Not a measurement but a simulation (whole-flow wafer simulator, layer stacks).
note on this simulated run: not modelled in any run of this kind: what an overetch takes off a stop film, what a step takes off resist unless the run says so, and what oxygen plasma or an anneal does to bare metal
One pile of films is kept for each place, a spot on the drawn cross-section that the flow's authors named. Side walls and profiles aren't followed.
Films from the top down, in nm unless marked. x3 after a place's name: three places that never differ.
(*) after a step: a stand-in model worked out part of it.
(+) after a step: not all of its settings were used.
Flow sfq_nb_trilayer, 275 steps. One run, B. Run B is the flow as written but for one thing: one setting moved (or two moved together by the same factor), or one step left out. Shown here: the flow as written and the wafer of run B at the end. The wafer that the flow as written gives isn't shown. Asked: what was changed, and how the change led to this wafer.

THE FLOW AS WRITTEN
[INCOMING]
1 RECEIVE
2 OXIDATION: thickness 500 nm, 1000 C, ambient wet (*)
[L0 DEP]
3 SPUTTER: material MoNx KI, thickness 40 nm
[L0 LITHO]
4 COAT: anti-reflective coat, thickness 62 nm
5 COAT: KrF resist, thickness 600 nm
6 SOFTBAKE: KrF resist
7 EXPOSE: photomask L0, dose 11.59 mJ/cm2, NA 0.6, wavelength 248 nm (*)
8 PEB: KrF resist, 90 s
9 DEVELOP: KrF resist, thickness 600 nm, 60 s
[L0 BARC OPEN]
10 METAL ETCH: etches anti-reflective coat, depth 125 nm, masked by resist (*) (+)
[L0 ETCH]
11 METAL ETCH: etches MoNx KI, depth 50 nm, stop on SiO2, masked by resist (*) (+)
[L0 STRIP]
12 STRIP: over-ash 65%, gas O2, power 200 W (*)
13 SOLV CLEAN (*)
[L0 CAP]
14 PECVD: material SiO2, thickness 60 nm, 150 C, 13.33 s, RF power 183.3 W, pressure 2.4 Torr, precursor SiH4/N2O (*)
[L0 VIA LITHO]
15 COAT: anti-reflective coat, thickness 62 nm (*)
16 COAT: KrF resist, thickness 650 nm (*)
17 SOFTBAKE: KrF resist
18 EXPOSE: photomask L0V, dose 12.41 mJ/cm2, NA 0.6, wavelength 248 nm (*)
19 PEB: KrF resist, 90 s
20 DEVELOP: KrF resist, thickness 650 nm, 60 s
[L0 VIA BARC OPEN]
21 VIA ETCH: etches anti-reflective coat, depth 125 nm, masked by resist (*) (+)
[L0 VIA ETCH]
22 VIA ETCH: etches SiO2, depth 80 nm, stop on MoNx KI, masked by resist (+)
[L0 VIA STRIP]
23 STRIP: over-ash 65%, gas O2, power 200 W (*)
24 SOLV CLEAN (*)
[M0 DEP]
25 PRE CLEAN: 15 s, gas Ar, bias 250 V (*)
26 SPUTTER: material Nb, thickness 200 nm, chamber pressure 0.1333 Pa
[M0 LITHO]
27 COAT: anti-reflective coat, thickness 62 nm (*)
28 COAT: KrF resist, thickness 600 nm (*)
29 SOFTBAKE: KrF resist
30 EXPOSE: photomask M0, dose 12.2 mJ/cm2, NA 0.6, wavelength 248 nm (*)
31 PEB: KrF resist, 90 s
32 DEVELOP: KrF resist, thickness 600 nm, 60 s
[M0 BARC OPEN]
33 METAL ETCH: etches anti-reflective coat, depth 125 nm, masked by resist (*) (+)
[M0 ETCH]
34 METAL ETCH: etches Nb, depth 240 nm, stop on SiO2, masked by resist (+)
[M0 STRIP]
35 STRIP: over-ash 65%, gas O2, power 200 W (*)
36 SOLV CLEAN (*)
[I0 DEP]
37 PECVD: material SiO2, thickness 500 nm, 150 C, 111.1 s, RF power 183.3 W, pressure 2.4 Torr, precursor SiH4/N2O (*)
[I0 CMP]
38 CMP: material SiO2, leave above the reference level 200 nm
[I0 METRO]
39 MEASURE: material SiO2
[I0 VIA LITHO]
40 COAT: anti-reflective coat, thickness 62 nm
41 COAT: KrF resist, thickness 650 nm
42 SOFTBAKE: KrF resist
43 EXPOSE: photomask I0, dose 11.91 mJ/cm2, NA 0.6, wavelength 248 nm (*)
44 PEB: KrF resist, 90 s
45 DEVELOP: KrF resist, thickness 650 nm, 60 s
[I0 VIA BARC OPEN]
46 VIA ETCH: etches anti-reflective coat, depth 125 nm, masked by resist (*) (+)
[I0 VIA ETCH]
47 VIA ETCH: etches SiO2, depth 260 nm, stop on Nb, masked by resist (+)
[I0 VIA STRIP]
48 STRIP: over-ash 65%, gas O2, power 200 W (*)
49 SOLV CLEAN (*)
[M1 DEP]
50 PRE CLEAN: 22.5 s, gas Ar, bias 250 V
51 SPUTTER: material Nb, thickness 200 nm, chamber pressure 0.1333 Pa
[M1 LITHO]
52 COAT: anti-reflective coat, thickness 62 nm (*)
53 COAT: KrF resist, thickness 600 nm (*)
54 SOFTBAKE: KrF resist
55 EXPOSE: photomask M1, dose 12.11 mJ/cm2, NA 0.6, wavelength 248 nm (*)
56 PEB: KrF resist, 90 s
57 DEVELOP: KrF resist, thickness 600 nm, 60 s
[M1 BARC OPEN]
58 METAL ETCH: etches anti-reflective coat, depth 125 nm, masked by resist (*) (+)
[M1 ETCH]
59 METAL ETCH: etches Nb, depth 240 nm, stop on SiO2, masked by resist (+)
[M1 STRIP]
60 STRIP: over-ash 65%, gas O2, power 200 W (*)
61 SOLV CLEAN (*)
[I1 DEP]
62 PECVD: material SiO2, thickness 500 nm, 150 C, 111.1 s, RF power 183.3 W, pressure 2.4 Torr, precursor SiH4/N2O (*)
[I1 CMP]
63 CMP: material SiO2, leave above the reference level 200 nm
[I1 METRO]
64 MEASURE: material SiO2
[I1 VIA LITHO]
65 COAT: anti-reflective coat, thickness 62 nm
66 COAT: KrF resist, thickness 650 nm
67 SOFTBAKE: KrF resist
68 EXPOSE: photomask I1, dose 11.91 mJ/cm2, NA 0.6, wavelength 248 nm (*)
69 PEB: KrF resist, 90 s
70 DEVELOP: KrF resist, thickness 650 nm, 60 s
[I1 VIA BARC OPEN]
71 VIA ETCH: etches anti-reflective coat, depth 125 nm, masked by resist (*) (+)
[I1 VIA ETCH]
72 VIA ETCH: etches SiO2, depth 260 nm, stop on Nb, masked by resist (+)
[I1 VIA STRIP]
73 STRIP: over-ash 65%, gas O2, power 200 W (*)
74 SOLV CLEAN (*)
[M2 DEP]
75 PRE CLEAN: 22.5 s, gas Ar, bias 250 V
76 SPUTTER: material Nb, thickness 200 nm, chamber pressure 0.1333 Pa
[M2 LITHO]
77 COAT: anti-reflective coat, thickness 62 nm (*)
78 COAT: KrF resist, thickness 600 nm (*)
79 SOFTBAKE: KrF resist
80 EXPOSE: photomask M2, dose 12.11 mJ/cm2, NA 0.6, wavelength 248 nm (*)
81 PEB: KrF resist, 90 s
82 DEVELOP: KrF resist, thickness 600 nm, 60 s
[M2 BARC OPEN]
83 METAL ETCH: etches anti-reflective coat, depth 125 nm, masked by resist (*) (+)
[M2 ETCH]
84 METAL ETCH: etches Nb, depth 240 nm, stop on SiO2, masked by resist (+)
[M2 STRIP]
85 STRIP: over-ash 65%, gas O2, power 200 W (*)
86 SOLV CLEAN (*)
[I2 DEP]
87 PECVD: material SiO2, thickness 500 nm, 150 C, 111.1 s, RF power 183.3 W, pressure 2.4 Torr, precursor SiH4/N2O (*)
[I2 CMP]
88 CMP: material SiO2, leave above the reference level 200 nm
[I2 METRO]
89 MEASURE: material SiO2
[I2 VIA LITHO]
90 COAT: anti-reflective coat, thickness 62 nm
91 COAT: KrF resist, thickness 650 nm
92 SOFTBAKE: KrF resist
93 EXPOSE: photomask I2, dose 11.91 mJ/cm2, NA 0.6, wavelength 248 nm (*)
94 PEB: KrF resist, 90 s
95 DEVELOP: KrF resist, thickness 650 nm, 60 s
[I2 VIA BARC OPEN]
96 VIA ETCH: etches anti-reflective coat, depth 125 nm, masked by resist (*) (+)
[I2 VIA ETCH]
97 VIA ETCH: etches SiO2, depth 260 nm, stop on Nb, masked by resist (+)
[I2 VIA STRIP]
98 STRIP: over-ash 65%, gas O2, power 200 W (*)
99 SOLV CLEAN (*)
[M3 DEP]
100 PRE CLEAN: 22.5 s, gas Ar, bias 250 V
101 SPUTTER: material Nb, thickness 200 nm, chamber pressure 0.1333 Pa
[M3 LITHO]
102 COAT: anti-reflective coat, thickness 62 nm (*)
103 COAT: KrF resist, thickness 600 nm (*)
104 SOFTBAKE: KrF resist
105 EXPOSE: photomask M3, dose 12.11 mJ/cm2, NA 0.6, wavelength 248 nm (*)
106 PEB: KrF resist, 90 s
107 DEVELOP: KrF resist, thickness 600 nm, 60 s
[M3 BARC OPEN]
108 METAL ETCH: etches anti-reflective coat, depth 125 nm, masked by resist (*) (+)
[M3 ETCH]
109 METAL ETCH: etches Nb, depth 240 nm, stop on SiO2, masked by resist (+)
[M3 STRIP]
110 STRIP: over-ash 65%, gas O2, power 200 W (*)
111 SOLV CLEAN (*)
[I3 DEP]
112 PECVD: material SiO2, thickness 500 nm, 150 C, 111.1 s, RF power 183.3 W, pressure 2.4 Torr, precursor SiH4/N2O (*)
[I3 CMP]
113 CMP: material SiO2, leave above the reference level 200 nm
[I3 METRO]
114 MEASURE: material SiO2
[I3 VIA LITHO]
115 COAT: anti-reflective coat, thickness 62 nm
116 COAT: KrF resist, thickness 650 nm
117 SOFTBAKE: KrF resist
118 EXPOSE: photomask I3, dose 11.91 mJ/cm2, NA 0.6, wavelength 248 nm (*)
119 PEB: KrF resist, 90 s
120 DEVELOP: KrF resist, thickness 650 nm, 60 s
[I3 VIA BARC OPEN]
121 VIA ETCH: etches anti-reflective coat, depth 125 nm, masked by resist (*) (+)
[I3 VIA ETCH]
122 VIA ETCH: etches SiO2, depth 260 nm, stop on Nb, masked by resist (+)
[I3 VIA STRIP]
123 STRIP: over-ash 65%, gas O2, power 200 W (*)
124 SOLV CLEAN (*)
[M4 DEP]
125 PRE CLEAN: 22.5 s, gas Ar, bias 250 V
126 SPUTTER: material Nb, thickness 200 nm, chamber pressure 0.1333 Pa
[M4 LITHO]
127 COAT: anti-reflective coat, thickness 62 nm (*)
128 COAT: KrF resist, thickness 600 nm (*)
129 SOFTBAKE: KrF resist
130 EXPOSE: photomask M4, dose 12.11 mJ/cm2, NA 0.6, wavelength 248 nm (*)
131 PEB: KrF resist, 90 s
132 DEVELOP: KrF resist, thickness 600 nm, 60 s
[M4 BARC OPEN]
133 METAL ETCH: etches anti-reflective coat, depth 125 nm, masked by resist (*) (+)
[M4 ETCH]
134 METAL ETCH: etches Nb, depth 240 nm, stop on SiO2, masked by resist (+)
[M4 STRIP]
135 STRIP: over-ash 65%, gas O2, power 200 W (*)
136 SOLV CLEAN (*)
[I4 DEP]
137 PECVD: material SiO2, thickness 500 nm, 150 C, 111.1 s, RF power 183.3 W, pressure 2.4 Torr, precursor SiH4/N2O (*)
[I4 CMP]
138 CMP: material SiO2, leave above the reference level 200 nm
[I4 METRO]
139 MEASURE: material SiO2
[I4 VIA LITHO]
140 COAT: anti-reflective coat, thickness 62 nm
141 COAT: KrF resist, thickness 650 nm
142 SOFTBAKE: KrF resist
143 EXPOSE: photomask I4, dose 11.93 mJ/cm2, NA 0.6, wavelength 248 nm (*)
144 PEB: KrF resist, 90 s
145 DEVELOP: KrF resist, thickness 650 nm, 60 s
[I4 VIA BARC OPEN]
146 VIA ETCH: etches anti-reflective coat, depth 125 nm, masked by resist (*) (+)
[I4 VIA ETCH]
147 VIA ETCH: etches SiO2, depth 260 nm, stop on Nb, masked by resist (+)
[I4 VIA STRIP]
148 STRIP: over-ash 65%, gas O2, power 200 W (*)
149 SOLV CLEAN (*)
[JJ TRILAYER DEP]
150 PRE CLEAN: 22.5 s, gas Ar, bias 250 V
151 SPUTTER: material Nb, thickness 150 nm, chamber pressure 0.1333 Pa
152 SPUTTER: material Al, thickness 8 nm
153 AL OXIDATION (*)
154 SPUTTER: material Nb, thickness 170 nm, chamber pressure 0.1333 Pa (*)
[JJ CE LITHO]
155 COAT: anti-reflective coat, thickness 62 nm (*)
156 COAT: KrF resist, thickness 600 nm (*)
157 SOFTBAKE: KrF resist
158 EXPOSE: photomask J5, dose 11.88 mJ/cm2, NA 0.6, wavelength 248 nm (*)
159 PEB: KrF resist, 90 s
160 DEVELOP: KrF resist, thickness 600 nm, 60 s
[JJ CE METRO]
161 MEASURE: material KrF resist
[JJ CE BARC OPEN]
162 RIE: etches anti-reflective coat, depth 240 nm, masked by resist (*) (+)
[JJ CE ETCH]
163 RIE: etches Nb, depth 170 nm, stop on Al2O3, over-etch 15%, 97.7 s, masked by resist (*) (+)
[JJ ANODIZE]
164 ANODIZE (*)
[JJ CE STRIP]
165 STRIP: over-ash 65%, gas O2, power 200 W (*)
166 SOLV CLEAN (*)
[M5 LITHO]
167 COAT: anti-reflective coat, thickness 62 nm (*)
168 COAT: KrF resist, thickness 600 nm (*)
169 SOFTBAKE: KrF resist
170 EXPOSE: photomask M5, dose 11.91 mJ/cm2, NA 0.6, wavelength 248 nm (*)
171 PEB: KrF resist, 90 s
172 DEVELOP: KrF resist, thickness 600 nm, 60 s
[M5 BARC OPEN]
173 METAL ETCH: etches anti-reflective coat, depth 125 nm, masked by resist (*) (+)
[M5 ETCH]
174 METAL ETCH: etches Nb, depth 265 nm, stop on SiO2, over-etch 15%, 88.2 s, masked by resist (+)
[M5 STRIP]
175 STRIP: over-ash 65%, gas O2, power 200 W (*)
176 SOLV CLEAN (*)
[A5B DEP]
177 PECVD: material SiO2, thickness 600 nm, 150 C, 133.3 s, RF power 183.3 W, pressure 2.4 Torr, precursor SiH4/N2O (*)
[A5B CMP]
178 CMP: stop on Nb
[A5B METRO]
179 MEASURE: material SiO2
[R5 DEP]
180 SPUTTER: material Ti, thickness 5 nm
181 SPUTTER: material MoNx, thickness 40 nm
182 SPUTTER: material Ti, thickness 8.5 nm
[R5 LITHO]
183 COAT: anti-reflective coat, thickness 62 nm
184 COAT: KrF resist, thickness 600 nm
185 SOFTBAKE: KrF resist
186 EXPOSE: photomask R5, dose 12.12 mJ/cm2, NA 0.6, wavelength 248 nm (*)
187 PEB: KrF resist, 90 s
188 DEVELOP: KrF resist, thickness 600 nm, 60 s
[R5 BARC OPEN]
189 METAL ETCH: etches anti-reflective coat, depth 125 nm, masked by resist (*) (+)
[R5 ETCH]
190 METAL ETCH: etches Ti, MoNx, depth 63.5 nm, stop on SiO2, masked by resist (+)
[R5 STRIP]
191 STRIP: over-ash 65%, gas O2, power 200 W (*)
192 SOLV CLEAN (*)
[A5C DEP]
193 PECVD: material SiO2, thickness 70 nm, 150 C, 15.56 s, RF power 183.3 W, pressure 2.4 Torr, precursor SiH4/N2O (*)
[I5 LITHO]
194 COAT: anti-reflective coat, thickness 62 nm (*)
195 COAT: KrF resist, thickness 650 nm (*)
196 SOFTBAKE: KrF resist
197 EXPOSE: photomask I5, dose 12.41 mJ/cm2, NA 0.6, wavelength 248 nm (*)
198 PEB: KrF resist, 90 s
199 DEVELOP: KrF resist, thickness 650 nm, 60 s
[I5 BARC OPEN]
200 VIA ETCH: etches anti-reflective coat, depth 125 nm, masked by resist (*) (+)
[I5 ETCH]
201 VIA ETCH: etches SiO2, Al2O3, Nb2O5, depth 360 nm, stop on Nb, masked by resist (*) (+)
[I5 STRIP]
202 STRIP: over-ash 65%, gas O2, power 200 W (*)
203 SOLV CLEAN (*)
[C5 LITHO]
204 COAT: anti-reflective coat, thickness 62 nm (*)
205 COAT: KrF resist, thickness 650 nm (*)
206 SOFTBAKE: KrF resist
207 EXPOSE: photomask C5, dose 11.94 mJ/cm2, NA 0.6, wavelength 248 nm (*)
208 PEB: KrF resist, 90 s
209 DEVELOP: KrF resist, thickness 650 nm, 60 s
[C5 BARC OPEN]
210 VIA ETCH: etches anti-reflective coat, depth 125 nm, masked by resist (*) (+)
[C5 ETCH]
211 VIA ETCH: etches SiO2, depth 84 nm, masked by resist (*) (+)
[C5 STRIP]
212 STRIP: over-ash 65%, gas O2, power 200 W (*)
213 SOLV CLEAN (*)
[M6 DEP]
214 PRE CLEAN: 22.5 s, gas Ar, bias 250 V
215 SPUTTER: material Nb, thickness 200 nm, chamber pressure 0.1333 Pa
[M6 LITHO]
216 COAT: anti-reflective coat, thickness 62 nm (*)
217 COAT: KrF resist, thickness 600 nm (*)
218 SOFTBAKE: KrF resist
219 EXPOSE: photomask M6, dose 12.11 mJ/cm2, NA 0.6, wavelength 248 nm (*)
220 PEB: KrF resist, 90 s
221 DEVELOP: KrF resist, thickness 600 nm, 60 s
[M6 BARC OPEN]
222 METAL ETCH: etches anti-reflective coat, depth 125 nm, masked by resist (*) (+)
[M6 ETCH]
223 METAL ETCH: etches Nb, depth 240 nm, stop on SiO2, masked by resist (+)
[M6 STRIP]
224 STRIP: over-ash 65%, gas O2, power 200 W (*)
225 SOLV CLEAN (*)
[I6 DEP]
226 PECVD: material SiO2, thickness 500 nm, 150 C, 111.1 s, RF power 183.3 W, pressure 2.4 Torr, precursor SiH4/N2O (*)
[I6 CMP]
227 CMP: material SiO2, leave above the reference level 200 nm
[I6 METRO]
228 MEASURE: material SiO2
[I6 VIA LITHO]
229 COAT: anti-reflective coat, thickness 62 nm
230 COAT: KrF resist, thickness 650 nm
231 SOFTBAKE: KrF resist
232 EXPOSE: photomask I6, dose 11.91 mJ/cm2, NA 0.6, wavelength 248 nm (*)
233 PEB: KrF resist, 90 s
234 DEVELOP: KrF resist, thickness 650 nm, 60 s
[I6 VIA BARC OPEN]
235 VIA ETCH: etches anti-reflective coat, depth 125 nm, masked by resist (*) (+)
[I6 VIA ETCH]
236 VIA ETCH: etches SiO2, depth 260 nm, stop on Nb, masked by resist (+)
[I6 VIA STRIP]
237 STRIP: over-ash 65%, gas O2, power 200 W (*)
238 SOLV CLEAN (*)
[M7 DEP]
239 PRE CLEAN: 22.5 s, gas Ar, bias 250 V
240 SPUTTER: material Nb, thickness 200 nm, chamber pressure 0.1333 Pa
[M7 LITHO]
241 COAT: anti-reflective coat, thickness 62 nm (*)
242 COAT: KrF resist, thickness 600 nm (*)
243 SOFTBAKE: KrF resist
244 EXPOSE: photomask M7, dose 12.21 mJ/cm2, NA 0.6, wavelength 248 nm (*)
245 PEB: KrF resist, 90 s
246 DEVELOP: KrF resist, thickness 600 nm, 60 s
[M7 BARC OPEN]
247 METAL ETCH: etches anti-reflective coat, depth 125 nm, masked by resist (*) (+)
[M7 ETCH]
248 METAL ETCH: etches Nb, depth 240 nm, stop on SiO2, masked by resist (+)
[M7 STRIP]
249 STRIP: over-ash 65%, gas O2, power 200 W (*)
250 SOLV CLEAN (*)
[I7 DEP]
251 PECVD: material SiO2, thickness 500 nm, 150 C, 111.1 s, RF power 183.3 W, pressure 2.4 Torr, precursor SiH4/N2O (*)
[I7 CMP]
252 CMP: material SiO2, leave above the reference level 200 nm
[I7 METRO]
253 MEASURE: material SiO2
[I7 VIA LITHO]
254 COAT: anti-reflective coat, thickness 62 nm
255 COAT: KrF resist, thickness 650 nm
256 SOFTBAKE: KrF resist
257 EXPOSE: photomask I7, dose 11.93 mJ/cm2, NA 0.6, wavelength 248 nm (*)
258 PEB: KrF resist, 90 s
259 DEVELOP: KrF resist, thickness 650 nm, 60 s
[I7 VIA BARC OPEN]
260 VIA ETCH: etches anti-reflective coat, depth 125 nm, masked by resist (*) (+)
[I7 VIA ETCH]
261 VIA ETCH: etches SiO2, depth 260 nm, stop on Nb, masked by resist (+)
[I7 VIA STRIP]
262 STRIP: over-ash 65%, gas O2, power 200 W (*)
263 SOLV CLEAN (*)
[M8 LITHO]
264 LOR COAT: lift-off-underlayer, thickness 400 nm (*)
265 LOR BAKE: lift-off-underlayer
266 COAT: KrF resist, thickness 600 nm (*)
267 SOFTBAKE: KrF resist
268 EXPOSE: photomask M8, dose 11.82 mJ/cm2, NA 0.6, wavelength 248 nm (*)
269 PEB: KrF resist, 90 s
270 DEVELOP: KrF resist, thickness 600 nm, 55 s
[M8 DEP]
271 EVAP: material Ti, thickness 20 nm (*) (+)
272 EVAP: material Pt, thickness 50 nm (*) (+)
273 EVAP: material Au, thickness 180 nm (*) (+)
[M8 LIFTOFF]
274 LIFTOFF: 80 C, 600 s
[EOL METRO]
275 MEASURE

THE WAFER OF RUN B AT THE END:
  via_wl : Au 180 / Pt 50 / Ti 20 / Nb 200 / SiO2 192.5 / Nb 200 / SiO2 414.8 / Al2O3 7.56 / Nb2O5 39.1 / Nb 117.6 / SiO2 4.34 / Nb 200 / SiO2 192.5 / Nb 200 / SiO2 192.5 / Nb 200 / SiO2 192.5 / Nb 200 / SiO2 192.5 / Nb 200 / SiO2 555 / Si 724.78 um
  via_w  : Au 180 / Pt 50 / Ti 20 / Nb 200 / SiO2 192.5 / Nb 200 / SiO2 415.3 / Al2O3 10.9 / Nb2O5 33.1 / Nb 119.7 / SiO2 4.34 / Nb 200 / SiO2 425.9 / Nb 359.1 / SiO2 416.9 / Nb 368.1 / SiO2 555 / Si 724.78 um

The cause: step 147, VIA ETCH: depth 188 nm was run, where the flow has depth 260 nm.

How the change led to this, step by step:
  147 VIA ETCH: etches SiO2, depth 260 nm, stop on Nb, masked by resist (+)
      via_wl, via_w, via_wr: SiO2 -188 (as written it would be: SiO2 -199.8 (all of it))
      field_l, v_sur, via_sp and 100 more: KrF resist -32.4 (as written it would be: KrF resist -44.8)
  148 STRIP: over-ash 65%, gas O2, power 200 W (*)
      field_l, v_sur, via_sp and 100 more: KrF resist -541 (all of it), anti-reflective coat -62 (all of it) (as written it would be: KrF resist -528.6 (all of it), anti-reflective coat -62 (all of it))
  150 PRE CLEAN: 22.5 s, gas Ar, bias 250 V
      via_wl, via_w, via_wr: SiO2 -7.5 (as written it would be: Nb -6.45)
  151 SPUTTER: material Nb, thickness 150 nm, chamber pressure 0.1333 Pa
      via_wl, via_w, via_wr: Nb +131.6 (new film) (as written it would be: Nb +130.4)
  155 COAT: anti-reflective coat, thickness 62 nm (*)
      via_wl, via_wr: anti-reflective coat +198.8 (new film) (as written it would be: anti-reflective coat +209.4 (new film))
  162 RIE: etches anti-reflective coat, depth 240 nm, masked by resist (*) (+)
      ce_l, c5j, ce_r, wl_jj: KrF resist -198.8 (as written it would be: KrF resist -209.4)
      via_wl, via_wr: anti-reflective coat -198.8 (all of it) (as written it would be: anti-reflective coat -209.4 (all of it))
  165 STRIP: over-ash 65%, gas O2, power 200 W (*)
      c5j, ce_r: KrF resist -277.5 (all of it), anti-reflective coat -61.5 (all of it) (as written it would be: KrF resist -266.9 (all of it), anti-reflective coat -61.5 (all of it))
      ce_l: KrF resist -277.4 (all of it), anti-reflective coat -61.5 (all of it) (as written it would be: KrF resist -266.8 (all of it), anti-reflective coat -61.4 (all of it))
      (and at 1 more place)
  167 COAT: anti-reflective coat, thickness 62 nm (*)
      via_wl: anti-reflective coat +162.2 (new film) (as written it would be: anti-reflective coat +170.5 (new film))
      via_wr: anti-reflective coat +162.2 (new film) (as written it would be: anti-reflective coat +170.6 (new film))
      (and at 1 more place)
  175 STRIP: over-ash 65%, gas O2, power 200 W (*)
      via_wl: KrF resist -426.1 (all of it), anti-reflective coat -162.2 (all of it) (as written it would be: KrF resist -427 (all of it), anti-reflective coat -170.5 (all of it))
      via_wr: KrF resist -426.7 (all of it), anti-reflective coat -162.2 (all of it) (as written it would be: KrF resist -427.6 (all of it), anti-reflective coat -170.6 (all of it))
      (and at 1 more place)
  178 CMP: stop on Nb
      via_wl, via_wr: SiO2 -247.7 (as written it would be: SiO2 -235.7)
      via_w: SiO2 -247.2 (as written it would be: SiO2 -235.2)
Counting metal films that touch as one body, via_wl has 8 bodies (between them, from the top down: SiO2 192.5; SiO2 414.8 / Al2O3 7.56 / Nb2O5 39.1; SiO2 4.34; SiO2 192.5; SiO2 192.5; SiO2 192.5; SiO2 192.5); the flow as written gives 7 bodies (between them, from the top down: SiO2 192.5; SiO2 426.8 / Al2O3 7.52 / Nb2O5 39.2; SiO2 192.5; SiO2 192.5; SiO2 192.5; SiO2 192.5).
Counting metal films that touch as one body, via_w has 6 bodies (between them, from the top down: SiO2 192.5; SiO2 415.3 / Al2O3 10.9 / Nb2O5 33.1; SiO2 4.34; SiO2 425.9; SiO2 416.9); the flow as written gives 5 bodies (between them, from the top down: SiO2 192.5; SiO2 427.3 / Al2O3 10.8 / Nb2O5 33.3; SiO2 425.9; SiO2 416.9).
